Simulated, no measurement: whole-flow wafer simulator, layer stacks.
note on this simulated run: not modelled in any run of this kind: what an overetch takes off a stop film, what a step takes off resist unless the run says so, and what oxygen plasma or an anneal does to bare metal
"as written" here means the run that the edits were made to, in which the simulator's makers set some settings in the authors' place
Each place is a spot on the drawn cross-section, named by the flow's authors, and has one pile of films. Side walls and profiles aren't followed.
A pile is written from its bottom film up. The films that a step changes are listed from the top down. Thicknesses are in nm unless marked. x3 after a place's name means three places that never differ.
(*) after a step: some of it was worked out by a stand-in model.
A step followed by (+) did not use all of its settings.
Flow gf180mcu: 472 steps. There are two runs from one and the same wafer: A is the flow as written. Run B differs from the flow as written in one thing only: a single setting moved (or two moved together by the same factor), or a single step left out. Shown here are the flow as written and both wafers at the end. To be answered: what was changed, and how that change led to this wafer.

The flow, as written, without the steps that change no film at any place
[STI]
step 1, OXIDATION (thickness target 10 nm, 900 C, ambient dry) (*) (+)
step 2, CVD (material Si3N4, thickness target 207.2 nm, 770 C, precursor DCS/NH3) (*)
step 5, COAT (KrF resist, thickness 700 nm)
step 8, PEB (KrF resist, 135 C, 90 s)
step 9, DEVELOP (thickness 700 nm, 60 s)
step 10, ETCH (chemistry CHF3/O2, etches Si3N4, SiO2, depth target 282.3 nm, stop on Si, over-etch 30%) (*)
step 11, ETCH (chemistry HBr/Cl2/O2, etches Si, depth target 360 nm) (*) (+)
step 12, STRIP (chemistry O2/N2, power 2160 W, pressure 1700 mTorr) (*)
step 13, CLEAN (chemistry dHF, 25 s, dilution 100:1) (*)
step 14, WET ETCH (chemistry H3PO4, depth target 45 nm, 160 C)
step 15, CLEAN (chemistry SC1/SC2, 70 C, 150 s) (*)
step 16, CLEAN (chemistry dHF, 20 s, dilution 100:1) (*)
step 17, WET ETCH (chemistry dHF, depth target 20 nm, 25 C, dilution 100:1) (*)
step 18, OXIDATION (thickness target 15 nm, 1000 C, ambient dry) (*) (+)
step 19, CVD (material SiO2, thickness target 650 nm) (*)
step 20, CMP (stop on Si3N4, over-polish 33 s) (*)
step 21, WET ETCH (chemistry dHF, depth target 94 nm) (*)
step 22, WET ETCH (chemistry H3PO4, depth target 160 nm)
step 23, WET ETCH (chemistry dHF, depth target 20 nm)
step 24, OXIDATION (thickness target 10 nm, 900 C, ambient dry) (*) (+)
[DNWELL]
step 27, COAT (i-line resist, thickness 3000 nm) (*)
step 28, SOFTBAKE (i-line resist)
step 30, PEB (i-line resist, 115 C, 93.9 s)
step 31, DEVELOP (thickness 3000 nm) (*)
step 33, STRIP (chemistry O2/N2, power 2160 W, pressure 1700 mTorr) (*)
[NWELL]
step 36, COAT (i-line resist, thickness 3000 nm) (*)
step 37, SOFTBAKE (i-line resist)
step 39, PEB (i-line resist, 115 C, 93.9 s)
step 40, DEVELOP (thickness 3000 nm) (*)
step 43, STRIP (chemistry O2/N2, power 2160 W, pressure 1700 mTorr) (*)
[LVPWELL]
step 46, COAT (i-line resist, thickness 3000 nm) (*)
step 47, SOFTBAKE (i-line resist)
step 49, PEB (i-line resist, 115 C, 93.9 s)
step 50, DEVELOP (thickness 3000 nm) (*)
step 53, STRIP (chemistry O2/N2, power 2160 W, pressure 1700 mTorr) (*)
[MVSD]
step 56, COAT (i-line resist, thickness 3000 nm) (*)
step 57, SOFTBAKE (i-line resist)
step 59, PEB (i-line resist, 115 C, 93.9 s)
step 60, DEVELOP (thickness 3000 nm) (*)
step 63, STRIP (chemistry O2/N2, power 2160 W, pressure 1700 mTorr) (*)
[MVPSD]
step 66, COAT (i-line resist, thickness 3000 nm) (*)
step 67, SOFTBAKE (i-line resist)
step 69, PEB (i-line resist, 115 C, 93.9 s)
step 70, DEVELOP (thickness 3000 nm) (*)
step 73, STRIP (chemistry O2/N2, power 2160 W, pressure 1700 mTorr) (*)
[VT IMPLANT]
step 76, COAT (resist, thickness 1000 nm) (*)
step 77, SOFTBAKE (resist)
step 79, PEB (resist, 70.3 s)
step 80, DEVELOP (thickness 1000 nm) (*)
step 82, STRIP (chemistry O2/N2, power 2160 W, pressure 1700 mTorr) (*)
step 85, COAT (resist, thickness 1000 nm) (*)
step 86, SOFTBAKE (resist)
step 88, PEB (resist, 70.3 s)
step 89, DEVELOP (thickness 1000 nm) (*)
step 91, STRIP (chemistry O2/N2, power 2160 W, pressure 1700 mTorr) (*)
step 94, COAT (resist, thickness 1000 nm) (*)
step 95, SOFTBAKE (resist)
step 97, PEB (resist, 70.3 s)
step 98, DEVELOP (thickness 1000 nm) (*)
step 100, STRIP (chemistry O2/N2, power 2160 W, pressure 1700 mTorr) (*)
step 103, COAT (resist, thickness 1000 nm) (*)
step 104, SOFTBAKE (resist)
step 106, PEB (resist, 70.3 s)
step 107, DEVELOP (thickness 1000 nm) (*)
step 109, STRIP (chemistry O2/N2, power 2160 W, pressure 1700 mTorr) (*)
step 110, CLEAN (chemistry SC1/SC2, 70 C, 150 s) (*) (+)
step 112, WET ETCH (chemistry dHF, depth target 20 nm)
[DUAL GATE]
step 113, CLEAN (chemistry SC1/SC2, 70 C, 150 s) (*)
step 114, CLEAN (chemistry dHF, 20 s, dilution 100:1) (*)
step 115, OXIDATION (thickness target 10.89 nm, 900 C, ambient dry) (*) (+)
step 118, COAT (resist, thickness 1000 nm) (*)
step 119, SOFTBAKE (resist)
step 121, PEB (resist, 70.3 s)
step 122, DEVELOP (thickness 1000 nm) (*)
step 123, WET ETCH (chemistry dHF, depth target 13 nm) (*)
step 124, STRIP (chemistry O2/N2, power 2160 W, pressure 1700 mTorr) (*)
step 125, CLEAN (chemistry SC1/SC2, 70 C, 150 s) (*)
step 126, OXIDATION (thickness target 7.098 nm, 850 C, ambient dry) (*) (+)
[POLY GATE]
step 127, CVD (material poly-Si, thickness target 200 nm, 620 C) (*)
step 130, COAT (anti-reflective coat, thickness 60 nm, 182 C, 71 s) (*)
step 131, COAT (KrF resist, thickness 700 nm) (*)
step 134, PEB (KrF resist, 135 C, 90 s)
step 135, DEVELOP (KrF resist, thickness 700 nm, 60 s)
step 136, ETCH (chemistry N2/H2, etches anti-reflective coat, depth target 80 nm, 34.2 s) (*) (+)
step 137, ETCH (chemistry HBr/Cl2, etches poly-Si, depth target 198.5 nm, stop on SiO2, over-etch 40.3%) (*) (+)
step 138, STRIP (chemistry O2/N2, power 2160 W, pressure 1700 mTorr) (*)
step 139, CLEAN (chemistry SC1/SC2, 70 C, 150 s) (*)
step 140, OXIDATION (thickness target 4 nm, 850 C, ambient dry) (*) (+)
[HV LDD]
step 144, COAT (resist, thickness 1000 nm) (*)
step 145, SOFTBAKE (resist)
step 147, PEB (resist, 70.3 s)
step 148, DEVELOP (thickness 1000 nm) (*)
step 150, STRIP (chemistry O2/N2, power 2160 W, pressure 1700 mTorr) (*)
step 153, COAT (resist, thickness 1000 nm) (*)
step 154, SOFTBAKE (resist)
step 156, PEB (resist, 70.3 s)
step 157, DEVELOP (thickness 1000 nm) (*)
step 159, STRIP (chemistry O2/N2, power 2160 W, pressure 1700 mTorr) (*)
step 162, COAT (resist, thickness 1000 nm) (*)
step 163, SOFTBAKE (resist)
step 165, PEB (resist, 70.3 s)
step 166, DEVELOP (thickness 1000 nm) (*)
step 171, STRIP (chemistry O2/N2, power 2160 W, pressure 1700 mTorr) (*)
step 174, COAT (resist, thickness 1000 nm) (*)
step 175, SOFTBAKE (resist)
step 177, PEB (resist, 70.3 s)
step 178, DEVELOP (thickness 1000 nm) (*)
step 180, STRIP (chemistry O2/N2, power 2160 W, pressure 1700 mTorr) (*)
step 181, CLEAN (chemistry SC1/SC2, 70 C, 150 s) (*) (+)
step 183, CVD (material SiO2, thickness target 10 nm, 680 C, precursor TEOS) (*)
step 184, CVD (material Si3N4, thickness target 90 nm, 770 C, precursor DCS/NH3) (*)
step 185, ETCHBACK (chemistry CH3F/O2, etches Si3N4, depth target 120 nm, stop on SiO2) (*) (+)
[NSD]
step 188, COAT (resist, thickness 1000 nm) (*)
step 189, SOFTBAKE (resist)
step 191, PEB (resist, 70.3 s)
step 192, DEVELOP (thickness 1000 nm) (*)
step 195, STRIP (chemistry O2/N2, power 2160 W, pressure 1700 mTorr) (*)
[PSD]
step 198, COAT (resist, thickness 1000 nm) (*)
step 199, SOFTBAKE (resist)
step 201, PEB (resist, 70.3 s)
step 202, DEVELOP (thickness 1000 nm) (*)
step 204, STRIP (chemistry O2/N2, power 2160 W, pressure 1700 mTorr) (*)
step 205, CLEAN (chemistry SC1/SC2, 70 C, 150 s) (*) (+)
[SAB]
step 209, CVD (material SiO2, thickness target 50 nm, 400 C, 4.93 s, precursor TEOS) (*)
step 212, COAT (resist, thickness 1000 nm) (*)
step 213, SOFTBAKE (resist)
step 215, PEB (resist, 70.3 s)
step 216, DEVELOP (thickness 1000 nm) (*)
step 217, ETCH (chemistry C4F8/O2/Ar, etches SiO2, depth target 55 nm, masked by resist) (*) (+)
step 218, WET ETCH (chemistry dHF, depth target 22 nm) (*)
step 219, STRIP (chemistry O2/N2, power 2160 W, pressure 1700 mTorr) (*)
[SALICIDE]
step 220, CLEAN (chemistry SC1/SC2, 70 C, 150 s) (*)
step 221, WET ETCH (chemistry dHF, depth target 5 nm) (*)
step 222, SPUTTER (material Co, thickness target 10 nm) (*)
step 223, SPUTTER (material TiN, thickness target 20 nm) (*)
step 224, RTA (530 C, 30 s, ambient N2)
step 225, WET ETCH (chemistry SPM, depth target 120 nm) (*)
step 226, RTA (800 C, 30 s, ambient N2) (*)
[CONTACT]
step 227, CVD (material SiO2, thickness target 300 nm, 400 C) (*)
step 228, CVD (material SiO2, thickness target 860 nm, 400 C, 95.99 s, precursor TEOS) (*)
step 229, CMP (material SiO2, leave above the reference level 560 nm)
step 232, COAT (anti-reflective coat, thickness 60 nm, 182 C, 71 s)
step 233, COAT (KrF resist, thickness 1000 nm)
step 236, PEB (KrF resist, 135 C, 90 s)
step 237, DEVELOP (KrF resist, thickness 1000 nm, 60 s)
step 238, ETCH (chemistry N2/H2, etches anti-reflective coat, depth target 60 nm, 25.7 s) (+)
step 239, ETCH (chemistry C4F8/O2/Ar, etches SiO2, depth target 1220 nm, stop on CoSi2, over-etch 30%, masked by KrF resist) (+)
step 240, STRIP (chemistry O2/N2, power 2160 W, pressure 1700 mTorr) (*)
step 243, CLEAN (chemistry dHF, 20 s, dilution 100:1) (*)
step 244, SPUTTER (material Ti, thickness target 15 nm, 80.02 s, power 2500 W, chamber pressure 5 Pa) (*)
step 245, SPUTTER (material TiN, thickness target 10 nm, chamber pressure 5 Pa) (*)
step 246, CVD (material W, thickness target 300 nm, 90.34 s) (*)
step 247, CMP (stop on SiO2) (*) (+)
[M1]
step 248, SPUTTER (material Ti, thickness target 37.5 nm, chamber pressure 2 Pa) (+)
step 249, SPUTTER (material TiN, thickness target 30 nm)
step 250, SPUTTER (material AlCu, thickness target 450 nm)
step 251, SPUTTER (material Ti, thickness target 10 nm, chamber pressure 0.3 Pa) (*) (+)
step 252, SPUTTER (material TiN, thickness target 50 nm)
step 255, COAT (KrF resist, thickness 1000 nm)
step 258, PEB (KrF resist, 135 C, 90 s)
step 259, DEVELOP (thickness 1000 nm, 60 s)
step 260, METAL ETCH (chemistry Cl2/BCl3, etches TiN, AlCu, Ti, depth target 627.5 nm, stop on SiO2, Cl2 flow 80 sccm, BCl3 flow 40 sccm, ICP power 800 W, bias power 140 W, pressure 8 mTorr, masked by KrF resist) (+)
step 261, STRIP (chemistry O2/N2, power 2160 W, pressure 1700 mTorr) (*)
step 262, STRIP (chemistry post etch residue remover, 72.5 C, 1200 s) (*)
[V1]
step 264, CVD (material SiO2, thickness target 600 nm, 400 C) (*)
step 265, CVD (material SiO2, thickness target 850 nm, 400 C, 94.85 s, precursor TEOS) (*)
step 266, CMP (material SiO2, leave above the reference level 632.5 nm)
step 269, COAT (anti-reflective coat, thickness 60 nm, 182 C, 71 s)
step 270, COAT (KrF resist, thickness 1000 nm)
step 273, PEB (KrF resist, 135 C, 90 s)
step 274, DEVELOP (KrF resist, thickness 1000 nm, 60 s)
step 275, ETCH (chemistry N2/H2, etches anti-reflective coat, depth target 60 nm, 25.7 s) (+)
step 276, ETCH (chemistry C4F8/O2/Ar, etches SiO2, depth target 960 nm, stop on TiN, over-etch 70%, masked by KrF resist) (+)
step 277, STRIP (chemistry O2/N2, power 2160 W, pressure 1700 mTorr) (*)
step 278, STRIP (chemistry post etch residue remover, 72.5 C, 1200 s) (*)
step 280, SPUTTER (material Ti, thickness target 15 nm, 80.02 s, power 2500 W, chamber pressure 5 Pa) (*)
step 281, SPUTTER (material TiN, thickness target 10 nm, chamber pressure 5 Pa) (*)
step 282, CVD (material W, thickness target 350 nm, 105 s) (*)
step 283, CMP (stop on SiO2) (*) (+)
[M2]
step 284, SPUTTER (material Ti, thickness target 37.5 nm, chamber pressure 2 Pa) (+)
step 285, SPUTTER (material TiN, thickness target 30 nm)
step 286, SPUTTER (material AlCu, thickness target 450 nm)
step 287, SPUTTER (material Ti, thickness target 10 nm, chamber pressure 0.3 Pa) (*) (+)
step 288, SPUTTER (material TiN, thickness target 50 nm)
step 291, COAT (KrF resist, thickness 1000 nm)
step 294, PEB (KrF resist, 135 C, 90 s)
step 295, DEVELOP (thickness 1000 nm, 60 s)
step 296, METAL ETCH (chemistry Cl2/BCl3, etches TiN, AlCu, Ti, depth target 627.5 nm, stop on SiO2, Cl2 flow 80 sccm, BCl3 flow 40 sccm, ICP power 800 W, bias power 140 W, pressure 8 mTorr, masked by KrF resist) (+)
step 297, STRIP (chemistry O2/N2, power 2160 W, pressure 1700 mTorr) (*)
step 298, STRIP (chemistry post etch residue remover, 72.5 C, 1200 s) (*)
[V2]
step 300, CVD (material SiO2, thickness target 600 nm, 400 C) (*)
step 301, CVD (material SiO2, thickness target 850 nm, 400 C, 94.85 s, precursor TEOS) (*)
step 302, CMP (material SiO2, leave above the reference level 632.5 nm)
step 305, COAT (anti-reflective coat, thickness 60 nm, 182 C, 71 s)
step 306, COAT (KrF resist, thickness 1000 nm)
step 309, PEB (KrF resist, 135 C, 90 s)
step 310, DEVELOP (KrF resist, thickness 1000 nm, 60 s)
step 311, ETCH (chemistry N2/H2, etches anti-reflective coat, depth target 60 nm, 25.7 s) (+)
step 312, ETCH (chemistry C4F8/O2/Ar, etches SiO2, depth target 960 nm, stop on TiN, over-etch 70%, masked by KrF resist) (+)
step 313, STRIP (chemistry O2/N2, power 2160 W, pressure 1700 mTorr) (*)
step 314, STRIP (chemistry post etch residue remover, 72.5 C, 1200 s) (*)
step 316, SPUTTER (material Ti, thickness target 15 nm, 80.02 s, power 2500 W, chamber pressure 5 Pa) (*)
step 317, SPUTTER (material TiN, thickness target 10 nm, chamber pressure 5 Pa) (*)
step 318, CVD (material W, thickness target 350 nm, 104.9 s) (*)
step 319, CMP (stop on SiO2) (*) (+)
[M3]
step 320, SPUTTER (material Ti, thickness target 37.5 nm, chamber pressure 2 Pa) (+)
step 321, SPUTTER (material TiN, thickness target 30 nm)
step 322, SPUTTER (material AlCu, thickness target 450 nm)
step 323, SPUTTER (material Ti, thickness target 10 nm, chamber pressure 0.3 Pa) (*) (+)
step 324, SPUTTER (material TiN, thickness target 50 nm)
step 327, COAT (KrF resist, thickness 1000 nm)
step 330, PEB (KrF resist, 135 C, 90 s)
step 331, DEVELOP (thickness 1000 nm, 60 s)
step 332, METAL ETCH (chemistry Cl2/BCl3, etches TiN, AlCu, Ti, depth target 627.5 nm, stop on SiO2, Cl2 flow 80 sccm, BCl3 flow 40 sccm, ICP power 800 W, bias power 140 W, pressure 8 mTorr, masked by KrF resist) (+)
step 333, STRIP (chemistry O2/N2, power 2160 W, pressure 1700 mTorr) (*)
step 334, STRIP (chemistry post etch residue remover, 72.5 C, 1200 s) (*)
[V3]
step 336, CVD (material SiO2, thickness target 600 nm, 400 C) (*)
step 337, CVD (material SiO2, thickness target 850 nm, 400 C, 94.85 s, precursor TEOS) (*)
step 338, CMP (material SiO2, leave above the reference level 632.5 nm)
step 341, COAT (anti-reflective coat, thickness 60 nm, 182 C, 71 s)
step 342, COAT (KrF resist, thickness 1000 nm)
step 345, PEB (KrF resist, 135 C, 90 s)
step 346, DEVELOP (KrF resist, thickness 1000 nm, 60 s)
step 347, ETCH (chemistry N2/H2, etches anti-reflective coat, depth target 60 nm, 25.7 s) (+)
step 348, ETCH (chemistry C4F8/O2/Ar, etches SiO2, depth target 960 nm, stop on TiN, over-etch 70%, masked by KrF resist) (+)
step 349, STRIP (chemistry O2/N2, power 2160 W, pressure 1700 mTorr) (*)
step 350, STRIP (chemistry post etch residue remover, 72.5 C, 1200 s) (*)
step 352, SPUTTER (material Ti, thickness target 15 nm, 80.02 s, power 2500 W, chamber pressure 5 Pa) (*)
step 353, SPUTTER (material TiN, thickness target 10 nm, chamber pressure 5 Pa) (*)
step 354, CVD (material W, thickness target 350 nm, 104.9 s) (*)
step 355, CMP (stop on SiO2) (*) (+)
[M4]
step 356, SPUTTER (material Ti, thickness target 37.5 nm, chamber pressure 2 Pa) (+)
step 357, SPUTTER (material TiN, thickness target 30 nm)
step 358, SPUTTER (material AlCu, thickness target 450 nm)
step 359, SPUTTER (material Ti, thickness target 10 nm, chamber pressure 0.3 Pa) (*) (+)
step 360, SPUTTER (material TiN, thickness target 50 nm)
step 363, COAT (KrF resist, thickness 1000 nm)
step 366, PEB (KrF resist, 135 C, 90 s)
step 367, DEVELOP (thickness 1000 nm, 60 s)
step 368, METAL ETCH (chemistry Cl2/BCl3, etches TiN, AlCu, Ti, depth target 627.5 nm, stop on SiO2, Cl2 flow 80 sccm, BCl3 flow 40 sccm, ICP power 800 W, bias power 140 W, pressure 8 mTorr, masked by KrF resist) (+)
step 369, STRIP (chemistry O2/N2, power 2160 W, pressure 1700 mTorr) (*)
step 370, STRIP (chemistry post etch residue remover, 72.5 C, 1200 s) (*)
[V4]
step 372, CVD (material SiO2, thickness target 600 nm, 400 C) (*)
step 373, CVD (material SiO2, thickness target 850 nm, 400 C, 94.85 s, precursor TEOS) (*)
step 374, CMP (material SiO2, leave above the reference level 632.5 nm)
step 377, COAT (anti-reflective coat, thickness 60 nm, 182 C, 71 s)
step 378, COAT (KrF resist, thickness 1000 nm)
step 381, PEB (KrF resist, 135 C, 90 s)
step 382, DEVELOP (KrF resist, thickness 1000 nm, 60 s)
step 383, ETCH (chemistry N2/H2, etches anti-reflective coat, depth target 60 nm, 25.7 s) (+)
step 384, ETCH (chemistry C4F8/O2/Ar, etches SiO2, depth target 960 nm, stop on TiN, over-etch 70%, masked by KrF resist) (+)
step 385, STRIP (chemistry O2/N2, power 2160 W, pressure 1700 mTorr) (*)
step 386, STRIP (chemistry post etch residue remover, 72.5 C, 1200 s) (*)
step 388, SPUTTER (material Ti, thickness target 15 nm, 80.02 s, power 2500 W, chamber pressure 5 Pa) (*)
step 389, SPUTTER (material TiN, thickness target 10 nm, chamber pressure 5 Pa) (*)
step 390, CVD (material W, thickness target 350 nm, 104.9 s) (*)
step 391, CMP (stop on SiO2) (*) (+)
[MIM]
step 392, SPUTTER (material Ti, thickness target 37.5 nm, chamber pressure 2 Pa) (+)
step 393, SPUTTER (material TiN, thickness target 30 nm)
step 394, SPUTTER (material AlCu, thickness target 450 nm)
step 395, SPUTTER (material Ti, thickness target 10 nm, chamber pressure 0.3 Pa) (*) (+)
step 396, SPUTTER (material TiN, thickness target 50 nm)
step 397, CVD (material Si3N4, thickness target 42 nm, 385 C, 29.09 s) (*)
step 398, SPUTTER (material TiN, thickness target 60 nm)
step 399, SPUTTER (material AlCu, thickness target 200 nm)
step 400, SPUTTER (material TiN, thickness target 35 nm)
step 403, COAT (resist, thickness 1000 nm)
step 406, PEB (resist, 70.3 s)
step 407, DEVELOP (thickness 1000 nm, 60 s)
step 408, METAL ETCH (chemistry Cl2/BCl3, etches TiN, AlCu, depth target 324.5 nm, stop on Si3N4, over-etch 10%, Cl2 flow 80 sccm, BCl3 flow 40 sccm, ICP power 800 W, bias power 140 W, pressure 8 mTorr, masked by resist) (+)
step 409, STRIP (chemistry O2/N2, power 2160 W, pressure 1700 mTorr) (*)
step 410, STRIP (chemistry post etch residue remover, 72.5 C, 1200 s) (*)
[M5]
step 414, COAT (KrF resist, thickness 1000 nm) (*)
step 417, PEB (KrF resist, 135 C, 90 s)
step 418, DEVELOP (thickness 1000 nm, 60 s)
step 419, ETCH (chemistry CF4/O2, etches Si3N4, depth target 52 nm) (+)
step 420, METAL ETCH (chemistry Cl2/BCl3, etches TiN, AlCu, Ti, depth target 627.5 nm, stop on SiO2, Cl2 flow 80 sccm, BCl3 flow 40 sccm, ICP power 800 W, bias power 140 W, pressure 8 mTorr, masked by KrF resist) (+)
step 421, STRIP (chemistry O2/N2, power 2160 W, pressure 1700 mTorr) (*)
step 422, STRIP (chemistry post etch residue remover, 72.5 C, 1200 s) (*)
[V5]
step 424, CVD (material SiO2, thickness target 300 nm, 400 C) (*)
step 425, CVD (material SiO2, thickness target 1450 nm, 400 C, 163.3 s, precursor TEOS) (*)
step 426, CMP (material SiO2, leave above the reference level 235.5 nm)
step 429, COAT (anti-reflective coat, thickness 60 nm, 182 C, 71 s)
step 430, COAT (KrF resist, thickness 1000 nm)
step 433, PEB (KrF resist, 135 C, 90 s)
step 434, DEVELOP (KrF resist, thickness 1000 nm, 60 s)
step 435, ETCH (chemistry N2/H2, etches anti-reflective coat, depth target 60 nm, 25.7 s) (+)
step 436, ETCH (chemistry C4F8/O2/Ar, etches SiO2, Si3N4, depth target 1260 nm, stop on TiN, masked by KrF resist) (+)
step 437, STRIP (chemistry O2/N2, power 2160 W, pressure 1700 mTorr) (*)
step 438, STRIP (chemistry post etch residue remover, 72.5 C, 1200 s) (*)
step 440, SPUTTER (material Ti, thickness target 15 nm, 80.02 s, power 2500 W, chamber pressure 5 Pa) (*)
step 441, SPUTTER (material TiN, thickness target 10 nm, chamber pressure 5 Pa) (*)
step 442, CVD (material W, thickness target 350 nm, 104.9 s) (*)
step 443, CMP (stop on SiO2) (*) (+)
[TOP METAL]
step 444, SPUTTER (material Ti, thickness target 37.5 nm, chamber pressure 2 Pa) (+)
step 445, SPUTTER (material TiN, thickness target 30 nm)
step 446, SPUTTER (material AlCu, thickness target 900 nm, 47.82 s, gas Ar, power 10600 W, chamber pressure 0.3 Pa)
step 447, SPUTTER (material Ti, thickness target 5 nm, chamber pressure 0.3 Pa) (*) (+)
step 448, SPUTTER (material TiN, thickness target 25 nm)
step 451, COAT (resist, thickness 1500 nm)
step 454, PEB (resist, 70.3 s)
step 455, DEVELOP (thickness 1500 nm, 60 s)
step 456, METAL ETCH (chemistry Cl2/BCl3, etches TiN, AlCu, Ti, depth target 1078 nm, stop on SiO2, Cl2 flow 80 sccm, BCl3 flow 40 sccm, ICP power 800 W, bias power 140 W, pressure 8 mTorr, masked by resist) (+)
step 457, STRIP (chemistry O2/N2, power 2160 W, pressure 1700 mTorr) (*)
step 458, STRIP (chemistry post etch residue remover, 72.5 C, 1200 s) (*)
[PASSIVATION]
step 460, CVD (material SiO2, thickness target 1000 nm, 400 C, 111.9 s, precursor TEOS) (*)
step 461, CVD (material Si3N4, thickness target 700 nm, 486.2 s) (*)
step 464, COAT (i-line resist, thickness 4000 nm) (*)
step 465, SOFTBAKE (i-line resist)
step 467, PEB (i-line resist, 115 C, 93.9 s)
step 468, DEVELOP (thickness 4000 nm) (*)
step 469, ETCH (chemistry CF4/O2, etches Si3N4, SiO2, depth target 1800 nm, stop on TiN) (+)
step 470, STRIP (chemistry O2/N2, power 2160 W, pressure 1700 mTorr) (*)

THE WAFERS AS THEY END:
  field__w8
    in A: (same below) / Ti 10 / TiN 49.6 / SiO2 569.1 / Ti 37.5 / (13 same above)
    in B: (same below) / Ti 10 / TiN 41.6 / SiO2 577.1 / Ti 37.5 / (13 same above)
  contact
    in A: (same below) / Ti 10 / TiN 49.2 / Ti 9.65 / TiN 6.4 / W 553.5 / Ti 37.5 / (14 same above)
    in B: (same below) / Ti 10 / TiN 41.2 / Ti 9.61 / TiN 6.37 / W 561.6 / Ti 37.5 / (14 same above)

The reason: step 360, SPUTTER: thickness target 42 nm was run, though the flow has thickness target 50 nm.

Step by step, how the change led to this:
  step 360, SPUTTER (material TiN, thickness target 50 nm)
      field, field__w1, field__w2 and 108 more: A TiN gains 50 (new film) | B TiN gains 42 (new film)
  step 368, METAL ETCH (chemistry Cl2/BCl3, etches TiN, AlCu, Ti, depth target 627.5 nm, stop on SiO2, Cl2 flow 80 sccm, BCl3 flow 40 sccm, ICP power 800 W, bias power 140 W, pressure 8 mTorr, masked by KrF resist) (+)
      field, field__w1, field__w2 and 103 more: A TiN loses 50 (all of it), Ti loses 10 (all of it), AlCu loses 450 (all of it), TiN loses 30 (all of it), Ti loses 37.5 (all of it) | B TiN loses 42 (all of it), Ti loses 10 (all of it), AlCu loses 450 (all of it), TiN loses 30 (all of it), Ti loses 37.5 (all of it)
